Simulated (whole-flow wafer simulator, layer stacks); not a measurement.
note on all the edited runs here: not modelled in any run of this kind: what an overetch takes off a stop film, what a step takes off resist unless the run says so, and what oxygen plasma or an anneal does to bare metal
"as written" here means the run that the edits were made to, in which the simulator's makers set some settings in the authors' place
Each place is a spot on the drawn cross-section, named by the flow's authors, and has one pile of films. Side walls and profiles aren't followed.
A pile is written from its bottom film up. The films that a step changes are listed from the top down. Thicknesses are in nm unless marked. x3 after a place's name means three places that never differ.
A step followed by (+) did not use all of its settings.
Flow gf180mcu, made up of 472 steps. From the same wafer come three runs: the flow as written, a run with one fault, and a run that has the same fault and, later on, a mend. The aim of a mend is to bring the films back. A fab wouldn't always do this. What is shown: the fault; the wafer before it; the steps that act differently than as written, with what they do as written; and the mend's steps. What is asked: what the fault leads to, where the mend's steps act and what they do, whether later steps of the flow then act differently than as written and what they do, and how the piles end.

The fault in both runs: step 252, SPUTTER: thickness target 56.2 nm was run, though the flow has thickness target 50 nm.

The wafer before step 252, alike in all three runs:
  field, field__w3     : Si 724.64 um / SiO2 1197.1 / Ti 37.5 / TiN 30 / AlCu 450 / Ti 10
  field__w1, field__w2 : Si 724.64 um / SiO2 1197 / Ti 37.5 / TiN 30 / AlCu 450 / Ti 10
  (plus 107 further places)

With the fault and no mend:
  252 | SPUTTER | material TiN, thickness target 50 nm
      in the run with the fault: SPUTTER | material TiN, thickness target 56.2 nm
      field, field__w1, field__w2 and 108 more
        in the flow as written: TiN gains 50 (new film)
        in the run with the fault: TiN gains 56.2 (new film)
  Later steps of the flow acting differently than as written (5 other steps are not shown; they differ only slightly, by no more than 2% or 0.5 nm, whichever is larger):
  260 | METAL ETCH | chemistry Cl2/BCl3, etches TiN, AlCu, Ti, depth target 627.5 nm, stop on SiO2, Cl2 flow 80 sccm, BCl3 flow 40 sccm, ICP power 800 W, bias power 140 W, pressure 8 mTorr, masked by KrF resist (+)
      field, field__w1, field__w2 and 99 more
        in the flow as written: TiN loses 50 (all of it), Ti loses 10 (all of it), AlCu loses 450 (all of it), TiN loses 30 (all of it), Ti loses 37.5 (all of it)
        in the run with the fault: TiN loses 56.2 (all of it), Ti loses 10 (all of it), AlCu loses 450 (all of it), TiN loses 30 (all of it), Ti loses 37.5 (all of it)
  The piles end different from the flow's at field__w8, contact, m1 and 6 more by more than 2% or 0.5 nm, whichever is larger.
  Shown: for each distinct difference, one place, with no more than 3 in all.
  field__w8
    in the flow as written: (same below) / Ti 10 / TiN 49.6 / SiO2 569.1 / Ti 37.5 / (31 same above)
    in the run with the fault: (same below) / Ti 10 / TiN 55.8 / SiO2 562.9 / Ti 37.5 / (31 same above)
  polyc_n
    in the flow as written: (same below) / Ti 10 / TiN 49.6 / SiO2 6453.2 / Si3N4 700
    in the run with the fault: (same below) / Ti 10 / TiN 55.8 / SiO2 6447 / Si3N4 700
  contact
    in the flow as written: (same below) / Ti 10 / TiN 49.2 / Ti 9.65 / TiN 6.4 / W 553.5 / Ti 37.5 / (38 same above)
    in the run with the fault: (same below) / Ti 10 / TiN 55.4 / Ti 9.69 / TiN 6.43 / W 547.2 / Ti 37.5 / (38 same above)

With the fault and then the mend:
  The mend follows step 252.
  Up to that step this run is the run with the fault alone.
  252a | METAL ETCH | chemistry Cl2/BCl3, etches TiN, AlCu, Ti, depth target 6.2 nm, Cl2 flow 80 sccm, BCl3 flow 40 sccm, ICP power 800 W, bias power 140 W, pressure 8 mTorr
      field, field__w1, field__w2 and 108 more
        TiN loses 6.2
  Every later step of the flow that is run acts as written at every place that is followed.
  By the end, the piles equal the flow's at every place that both follow.
